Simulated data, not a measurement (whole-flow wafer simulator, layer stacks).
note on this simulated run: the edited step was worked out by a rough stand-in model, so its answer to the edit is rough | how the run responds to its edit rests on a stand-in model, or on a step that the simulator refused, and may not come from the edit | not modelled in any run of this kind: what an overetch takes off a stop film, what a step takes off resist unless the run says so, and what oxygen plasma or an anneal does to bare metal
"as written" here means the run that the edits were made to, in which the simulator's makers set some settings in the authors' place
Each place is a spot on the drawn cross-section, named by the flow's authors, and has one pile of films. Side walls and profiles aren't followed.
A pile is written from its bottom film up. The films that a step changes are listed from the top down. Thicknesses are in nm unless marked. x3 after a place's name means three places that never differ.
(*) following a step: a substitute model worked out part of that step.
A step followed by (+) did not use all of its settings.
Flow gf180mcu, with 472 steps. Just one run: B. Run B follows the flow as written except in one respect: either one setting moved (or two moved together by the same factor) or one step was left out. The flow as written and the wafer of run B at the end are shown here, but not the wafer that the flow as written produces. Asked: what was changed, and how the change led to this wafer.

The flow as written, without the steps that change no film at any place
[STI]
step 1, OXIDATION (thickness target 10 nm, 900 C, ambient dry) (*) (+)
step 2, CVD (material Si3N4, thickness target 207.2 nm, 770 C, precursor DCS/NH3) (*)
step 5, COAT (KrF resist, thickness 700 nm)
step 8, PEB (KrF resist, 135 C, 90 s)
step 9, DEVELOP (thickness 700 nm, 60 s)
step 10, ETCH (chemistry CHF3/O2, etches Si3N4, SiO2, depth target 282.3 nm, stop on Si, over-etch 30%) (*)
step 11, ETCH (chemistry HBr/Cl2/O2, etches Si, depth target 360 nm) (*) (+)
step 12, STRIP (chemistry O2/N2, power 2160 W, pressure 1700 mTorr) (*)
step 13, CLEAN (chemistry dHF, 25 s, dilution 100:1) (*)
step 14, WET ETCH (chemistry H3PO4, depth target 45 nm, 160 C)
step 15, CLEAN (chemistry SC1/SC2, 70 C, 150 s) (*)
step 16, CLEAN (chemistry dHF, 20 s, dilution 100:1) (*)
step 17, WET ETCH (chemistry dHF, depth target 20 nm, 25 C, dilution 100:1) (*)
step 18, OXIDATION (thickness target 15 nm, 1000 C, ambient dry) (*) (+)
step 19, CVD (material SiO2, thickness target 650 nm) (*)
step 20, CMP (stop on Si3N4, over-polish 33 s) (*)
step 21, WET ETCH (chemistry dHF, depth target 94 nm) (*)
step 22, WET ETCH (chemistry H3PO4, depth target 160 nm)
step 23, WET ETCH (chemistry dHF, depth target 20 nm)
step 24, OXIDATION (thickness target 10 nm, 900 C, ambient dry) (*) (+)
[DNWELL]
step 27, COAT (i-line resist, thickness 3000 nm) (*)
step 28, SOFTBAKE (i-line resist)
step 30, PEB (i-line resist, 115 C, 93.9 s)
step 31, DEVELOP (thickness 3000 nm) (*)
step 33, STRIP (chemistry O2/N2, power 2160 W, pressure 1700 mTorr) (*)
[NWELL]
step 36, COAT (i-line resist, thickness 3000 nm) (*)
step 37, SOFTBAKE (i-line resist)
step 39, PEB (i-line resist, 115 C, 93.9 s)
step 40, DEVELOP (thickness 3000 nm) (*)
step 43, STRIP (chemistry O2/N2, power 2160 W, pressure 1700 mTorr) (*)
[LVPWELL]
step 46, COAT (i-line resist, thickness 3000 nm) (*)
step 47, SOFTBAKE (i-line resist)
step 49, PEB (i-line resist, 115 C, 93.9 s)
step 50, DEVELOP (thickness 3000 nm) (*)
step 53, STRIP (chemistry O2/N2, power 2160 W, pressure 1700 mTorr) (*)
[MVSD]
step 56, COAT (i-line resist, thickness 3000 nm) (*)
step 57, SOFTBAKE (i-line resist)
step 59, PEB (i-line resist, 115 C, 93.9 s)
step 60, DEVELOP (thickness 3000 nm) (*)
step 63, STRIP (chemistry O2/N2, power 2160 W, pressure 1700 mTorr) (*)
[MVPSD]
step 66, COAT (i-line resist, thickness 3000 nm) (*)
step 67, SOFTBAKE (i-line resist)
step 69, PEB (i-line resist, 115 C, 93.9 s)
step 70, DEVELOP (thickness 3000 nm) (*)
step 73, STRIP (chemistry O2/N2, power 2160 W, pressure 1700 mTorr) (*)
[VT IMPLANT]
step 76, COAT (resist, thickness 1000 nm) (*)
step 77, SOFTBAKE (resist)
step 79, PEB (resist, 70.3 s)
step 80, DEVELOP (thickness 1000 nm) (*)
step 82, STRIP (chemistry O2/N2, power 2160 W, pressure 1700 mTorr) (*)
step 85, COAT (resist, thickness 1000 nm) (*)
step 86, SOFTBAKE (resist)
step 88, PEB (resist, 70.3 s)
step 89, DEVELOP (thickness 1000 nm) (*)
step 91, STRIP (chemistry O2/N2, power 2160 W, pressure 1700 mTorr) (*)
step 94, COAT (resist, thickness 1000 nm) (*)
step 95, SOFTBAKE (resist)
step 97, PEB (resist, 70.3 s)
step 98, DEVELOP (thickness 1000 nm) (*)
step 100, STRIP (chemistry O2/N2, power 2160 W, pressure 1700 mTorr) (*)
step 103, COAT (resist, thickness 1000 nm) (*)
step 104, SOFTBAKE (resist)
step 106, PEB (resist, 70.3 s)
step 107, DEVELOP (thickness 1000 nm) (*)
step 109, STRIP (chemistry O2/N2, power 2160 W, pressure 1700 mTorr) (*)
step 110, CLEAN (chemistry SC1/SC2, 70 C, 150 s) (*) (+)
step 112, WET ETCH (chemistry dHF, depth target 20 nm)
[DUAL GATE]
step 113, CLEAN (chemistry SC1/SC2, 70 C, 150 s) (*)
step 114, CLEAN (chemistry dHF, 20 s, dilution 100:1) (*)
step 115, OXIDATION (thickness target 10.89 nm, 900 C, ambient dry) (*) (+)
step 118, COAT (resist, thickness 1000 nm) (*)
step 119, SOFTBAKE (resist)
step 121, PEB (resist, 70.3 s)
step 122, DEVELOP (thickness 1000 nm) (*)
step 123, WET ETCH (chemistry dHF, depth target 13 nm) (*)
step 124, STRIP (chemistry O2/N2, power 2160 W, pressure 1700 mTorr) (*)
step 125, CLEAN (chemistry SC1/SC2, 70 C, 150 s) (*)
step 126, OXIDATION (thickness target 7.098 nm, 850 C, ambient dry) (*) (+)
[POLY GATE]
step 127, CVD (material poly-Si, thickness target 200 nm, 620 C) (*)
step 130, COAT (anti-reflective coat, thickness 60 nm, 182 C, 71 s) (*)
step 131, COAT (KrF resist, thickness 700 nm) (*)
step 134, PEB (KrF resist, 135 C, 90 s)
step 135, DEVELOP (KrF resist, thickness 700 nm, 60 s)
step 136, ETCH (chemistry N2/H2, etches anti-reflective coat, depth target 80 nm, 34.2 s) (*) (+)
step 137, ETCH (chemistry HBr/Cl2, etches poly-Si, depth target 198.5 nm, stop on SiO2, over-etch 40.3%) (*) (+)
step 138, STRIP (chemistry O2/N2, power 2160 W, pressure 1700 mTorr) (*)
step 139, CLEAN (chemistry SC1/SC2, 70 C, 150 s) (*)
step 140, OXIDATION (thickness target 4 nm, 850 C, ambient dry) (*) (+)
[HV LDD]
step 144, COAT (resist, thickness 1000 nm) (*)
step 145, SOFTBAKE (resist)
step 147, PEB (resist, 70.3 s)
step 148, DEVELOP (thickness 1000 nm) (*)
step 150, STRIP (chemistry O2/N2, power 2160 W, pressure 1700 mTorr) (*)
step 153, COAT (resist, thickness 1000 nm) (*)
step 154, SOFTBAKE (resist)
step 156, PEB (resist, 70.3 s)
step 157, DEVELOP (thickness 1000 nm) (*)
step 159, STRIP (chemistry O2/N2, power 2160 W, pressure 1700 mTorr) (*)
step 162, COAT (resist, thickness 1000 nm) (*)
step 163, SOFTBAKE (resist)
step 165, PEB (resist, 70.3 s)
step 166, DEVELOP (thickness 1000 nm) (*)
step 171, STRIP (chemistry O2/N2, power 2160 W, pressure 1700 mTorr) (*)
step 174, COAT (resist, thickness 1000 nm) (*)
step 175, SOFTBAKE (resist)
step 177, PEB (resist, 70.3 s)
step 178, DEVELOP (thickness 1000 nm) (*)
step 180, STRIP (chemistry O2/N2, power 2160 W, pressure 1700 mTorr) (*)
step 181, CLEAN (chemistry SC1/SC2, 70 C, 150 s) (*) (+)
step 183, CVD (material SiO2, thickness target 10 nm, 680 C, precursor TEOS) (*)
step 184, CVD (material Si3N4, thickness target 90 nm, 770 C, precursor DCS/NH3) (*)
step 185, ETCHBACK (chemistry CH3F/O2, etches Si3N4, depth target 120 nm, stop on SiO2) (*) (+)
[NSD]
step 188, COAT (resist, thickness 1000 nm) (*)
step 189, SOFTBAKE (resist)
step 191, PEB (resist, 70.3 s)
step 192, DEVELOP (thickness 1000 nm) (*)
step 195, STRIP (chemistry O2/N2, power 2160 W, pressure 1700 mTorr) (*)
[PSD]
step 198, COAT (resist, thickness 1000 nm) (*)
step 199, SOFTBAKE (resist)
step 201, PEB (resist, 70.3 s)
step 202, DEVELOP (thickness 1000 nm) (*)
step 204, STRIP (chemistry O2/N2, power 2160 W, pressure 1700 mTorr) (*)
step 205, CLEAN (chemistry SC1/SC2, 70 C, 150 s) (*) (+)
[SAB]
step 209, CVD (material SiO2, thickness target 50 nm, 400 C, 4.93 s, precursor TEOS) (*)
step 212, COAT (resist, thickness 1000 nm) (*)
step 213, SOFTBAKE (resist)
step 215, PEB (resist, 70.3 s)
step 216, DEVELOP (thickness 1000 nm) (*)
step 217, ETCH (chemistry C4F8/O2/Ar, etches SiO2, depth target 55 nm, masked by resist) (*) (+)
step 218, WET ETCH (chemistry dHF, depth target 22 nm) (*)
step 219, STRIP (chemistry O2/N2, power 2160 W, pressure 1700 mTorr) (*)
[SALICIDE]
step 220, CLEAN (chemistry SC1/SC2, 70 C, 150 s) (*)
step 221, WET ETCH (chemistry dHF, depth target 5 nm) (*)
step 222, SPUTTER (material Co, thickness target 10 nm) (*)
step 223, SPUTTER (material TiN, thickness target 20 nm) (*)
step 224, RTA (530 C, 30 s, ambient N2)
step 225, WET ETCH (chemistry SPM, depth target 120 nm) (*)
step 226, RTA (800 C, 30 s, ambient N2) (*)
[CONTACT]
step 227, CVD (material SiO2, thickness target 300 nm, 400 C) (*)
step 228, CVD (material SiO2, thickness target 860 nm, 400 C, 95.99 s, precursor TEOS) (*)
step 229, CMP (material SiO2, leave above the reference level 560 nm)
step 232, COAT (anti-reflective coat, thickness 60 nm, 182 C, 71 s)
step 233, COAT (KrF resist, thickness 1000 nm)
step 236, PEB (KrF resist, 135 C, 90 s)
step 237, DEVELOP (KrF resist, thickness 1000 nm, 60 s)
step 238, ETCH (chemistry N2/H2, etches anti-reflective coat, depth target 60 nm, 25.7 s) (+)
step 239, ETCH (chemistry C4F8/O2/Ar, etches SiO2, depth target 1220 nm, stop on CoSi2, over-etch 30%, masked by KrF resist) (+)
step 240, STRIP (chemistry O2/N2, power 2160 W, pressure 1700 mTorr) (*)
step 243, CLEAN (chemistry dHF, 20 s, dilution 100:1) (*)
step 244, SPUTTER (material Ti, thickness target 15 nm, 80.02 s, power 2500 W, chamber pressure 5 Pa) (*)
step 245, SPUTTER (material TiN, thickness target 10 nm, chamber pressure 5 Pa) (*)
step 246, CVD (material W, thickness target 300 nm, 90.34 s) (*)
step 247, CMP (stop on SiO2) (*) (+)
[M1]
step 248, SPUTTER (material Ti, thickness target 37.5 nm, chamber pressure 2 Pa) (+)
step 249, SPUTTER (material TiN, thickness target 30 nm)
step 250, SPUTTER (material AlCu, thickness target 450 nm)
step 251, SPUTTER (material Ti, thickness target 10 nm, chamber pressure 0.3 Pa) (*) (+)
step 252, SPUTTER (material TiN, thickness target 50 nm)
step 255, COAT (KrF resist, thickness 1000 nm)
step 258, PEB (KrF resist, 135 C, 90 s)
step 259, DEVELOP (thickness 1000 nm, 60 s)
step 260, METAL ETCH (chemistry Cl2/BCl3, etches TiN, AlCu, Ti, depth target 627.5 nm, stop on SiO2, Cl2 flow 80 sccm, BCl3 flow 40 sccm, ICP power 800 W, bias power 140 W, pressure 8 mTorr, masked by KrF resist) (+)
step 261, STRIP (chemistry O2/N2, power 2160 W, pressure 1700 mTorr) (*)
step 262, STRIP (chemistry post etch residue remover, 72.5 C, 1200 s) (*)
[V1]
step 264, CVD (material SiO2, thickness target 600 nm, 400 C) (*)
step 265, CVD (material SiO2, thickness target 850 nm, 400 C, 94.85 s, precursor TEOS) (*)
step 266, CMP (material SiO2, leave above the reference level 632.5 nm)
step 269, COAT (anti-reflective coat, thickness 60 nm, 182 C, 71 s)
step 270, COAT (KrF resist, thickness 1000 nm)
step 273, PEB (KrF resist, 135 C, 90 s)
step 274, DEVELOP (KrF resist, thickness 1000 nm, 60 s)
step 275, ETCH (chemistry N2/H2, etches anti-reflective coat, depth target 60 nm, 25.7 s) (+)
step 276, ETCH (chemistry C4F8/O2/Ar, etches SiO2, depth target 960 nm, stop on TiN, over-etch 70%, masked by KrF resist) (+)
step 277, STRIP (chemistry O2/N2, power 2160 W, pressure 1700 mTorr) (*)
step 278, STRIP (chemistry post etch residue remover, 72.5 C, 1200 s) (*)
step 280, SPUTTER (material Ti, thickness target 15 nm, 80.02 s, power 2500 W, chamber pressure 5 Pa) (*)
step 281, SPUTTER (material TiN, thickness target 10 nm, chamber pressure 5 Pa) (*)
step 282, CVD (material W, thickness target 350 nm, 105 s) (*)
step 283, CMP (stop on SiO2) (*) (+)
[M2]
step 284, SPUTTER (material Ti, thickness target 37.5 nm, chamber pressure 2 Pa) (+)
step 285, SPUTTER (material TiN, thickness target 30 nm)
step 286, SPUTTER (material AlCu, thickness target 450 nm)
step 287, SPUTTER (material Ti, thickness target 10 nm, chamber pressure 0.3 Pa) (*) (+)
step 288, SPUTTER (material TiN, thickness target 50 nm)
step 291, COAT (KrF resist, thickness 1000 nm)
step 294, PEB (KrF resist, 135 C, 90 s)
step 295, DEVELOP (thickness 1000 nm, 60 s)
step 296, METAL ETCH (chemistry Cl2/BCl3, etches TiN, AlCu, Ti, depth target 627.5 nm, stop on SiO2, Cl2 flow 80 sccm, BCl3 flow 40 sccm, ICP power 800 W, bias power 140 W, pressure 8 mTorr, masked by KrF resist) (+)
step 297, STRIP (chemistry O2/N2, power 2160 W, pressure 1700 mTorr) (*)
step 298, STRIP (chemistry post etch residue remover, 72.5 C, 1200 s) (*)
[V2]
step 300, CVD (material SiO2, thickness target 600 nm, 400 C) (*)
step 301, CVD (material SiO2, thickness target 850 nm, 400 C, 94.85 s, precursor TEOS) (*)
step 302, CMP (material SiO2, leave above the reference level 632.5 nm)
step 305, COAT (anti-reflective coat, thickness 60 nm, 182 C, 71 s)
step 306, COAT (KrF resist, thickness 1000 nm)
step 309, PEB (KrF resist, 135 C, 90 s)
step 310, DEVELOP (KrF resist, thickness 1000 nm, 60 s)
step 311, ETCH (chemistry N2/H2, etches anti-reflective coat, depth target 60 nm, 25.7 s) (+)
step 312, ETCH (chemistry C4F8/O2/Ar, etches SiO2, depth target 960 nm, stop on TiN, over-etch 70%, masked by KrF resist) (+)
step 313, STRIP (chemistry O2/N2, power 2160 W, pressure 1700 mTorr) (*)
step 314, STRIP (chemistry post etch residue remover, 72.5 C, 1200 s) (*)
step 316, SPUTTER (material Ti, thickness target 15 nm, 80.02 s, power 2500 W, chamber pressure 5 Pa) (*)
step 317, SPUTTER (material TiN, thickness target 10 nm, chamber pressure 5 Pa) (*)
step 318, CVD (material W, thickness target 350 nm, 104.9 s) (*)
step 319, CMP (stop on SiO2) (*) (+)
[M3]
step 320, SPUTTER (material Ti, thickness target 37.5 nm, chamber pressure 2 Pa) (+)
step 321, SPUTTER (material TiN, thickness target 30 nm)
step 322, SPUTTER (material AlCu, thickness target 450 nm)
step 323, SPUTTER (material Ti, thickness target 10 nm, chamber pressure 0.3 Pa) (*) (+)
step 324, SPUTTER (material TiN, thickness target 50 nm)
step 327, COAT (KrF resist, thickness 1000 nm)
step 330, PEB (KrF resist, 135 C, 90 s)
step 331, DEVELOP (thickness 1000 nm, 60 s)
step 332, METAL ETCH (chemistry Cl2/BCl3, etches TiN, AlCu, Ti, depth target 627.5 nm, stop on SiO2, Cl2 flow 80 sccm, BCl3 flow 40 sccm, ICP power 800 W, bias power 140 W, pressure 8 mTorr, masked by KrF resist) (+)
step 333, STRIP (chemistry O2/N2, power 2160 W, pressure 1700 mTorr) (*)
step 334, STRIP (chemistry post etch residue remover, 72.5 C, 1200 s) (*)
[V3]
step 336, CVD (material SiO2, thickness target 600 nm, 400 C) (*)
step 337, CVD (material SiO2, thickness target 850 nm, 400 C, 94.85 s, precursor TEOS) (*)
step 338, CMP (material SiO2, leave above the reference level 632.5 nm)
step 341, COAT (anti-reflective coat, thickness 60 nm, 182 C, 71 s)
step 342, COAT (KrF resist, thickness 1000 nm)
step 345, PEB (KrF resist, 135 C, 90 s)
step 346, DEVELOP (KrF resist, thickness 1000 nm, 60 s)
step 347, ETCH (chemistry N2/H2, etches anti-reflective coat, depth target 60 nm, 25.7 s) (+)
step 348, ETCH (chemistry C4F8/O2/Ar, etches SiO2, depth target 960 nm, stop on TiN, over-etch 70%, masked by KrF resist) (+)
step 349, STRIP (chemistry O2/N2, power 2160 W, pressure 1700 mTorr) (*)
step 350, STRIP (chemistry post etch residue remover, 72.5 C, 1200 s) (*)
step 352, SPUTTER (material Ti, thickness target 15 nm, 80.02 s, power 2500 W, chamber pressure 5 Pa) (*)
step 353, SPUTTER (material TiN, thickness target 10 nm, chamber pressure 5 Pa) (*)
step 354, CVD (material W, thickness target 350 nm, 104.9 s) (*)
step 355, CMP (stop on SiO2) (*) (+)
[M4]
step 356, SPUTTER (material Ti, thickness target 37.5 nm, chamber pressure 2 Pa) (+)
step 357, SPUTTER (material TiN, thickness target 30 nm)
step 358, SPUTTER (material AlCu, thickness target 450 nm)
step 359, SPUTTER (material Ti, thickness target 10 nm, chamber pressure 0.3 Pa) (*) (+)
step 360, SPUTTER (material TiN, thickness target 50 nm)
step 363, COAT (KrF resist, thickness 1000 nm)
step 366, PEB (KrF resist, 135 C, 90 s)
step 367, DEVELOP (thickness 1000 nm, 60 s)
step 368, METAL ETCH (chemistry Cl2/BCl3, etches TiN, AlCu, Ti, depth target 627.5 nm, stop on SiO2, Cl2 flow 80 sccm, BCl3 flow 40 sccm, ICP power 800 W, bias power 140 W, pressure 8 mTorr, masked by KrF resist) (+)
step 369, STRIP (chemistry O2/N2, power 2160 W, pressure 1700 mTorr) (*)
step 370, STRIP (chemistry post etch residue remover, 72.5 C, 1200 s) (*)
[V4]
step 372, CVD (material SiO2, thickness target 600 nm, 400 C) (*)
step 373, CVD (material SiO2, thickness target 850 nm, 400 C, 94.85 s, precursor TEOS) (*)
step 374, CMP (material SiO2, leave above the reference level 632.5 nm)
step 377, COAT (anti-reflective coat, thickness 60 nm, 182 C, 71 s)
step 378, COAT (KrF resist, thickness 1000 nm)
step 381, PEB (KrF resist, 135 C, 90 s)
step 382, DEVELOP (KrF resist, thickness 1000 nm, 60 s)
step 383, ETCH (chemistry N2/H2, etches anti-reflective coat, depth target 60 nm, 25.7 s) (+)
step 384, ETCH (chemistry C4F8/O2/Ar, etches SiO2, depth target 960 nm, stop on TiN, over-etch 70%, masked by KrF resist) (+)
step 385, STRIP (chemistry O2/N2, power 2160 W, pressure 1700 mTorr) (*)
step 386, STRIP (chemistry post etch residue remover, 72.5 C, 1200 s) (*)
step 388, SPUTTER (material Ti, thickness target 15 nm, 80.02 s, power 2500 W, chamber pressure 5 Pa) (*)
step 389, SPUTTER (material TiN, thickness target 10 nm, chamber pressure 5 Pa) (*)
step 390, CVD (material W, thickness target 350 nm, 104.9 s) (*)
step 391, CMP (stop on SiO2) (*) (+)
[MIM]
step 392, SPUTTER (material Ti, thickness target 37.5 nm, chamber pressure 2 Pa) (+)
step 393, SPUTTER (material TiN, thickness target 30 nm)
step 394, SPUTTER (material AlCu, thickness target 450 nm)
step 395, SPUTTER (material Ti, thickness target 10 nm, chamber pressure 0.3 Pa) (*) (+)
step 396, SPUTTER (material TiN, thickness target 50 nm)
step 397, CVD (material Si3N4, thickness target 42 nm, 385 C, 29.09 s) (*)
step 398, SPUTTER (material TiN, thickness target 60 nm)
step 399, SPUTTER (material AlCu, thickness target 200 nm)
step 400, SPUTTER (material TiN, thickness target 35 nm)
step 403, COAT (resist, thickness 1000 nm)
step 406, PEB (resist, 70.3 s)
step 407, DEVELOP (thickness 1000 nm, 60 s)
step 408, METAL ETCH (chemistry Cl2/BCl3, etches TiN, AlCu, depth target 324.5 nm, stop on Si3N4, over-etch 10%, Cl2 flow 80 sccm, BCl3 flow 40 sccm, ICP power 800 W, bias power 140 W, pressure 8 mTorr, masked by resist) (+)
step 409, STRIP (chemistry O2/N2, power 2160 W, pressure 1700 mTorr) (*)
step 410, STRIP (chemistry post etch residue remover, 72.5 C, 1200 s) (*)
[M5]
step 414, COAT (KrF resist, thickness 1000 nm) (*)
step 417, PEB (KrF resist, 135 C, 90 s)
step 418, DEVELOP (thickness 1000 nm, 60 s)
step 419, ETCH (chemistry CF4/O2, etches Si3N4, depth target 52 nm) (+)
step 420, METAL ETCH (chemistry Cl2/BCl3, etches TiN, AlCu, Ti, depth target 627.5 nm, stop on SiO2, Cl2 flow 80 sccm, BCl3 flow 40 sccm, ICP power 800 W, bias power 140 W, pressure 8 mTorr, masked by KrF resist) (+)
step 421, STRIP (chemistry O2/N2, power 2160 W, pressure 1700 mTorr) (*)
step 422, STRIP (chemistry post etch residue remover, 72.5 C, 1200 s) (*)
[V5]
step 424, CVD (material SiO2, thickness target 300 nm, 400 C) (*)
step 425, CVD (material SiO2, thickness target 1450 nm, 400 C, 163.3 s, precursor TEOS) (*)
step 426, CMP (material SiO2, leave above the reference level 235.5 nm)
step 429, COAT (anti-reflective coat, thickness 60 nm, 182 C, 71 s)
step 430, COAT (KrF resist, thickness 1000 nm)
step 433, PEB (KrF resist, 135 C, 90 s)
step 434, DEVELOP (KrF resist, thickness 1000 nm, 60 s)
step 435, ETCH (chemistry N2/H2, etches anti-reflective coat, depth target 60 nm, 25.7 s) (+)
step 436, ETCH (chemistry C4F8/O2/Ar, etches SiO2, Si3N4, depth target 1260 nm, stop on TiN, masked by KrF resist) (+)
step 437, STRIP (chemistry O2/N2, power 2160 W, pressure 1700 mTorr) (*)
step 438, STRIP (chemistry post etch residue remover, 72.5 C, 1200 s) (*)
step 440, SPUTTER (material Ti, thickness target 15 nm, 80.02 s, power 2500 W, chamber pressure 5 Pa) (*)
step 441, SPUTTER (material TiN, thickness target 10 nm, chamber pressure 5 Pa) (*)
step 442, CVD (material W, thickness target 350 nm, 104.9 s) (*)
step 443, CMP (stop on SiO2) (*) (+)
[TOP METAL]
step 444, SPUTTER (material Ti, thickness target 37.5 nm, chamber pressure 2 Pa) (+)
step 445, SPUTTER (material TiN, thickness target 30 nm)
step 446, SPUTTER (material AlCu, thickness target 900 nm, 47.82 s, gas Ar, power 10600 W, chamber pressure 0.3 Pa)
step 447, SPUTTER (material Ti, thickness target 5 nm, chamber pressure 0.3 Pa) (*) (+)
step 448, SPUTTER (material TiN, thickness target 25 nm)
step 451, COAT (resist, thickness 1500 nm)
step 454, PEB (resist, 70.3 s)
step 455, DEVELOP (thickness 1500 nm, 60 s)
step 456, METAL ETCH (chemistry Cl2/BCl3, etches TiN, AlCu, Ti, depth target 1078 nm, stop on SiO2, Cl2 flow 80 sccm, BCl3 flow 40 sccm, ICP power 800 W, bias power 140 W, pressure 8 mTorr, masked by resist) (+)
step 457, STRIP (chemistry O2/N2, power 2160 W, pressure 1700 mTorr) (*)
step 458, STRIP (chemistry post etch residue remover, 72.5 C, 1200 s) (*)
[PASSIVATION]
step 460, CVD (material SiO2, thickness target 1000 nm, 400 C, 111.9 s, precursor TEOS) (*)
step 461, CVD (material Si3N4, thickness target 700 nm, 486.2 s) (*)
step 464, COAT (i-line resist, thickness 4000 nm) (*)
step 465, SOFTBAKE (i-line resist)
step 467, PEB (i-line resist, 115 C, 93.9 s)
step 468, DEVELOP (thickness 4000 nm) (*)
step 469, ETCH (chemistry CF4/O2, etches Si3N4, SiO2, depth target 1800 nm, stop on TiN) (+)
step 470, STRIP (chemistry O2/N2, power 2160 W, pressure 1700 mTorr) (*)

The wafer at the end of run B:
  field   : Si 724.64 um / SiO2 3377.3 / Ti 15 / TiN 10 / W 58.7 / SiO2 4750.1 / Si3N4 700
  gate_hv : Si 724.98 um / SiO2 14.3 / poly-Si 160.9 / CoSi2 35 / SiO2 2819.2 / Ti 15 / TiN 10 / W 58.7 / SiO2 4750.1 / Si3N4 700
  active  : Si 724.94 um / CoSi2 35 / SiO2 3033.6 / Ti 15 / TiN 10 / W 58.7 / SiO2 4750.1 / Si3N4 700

Cause: step 301, CVD: thickness target 425 nm was run, though the flow has thickness target 850 nm; step 301, CVD: 47.43 s was run, where the flow has 94.85 s.

Step by step, how the change led to this:
  step 301, CVD (material SiO2, thickness target 850 nm, 400 C, 94.85 s, precursor TEOS) (*)
      field, field__w1, field__w2 and 108 more: SiO2 gains 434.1 (it would be, as written: SiO2 gains 850)
  step 302, CMP (material SiO2, leave above the reference level 632.5 nm)
      field, field__w1, field__w2 and 103 more: nothing (it would be, as written: SiO2 loses 300)
      field__w8, contact, m1, m1__w1, m1_nw: SiO2 loses 461.1 (it would be, as written: SiO2 loses 877.1)
  step 305, COAT (anti-reflective coat, thickness 60 nm, 182 C, 71 s)
      nw_enc_fld_lv, nw_enc_fld_lv__w3: anti-reflective coat gains 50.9 (new film) (it would be, as written: anti-reflective coat gains 60 (new film))
      field: anti-reflective coat gains 106.5 (new film) (it would be, as written: anti-reflective coat gains 60 (new film))
      (also at 17 further places)
  step 306, COAT (KrF resist, thickness 1000 nm)
      field__w1: KrF resist gains 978 (new film) (it would be, as written: KrF resist gains 1000 (new film))
      n_well: KrF resist gains 969.1 (new film) (it would be, as written: KrF resist gains 1000 (new film))
      (also at 9 further places)
  step 309, PEB (KrF resist, 135 C, 90 s)
      polyc_n, polyc_n_rim: KrF resist loses 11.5 (it would be, as written: KrF resist loses 10.5)
      contact: KrF resist loses 9.69 (it would be, as written: KrF resist loses 10.5)
      (also at 2 further places)
  step 310, DEVELOP (KrF resist, thickness 1000 nm, 60 s)
      contact: KrF resist loses 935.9 (all of it) (it would be, as written: KrF resist loses 989.5 (all of it))
  step 311, ETCH (chemistry N2/H2, etches anti-reflective coat, depth target 60 nm, 25.7 s) (+)
      contact: anti-reflective coat loses 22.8 (all of it), SiO2 loses 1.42 (it would be, as written: anti-reflective coat loses 60 (all of it), SiO2 loses 0.46)
  step 313, STRIP (chemistry O2/N2, power 2160 W, pressure 1700 mTorr) (*)
      field: KrF resist loses 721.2 (all of it), anti-reflective coat loses 106.5 (all of it) (it would be, as written: KrF resist loses 739.2 (all of it), anti-reflective coat loses 60 (all of it))
      field__w1: KrF resist loses 717.5 (all of it), anti-reflective coat loses 86.1 (all of it) (it would be, as written: KrF resist loses 739.2 (all of it), anti-reflective coat loses 60 (all of it))
      (also at 17 further places)
  step 316, SPUTTER (material Ti, thickness target 15 nm, 80.02 s, power 2500 W, chamber pressure 5 Pa) (*)
      contact: Ti gains 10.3 (new film) (it would be, as written: Ti gains 9.65 (new film))
  step 318, CVD (material W, thickness target 350 nm, 104.9 s) (*)
      contact: W gains 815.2 (new film) (it would be, as written: W gains 932.3 (new film))
  step 319, CMP (stop on SiO2) (*) (+)
      field, field__w1, field__w2 and 103 more: W loses 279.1 (it would be, as written: W loses 350 (all of it), TiN loses 10 (all of it), Ti loses 15 (all of it), SiO2 loses 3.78)
      field__w8, m1, m1__w1, m1_nw: W loses 350 (all of it), TiN loses 10 (all of it), Ti loses 15 (all of it), SiO2 loses 20 (it would be, as written: W loses 350 (all of it), TiN loses 10 (all of it), Ti loses 15 (all of it), SiO2 loses 3.78)
      (also at 1 further place)
  step 332, METAL ETCH (chemistry Cl2/BCl3, etches TiN, AlCu, Ti, depth target 627.5 nm, stop on SiO2, Cl2 flow 80 sccm, BCl3 flow 40 sccm, ICP power 800 W, bias power 140 W, pressure 8 mTorr, masked by KrF resist) (+)
      field, field__w1, field__w2 and 103 more: TiN loses 50 (all of it), Ti loses 10 (all of it), AlCu loses 450 (all of it), TiN loses 30 (all of it), Ti loses 37.5 (all of it), W loses 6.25 (it would be, as written: TiN loses 50 (all of it), Ti loses 10 (all of it), AlCu loses 450 (all of it), TiN loses 30 (all of it), Ti loses 37.5 (all of it))
  step 334, STRIP (chemistry post etch residue remover, 72.5 C, 1200 s) (*)
      field, field__w1, field__w2 and 103 more: W loses 6.01 (it would be, as written: nothing)
  step 336, CVD (material SiO2, thickness target 600 nm, 400 C) (*)
      field, field__w1, field__w2 and 103 more: SiO2 gains 600 (new film) (it would be, as written: SiO2 gains 600)
  step 338, CMP (material SiO2, leave above the reference level 632.5 nm)
      field, field__w1, field__w2 and 103 more: SiO2 loses 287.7 (it would be, as written: SiO2 loses 300)
If metal films that touch count as one body, field has 1 body; the flow as written gives 0 bodies.
If metal films that touch count as one body, gate_hv has 2 bodies (between them, from the top down: SiO2 2819.2); the flow as written gives 1 body.
If metal films that touch count as one body, active has 2 bodies (between them, from the top down: SiO2 3033.6); the flow as written gives 1 body.
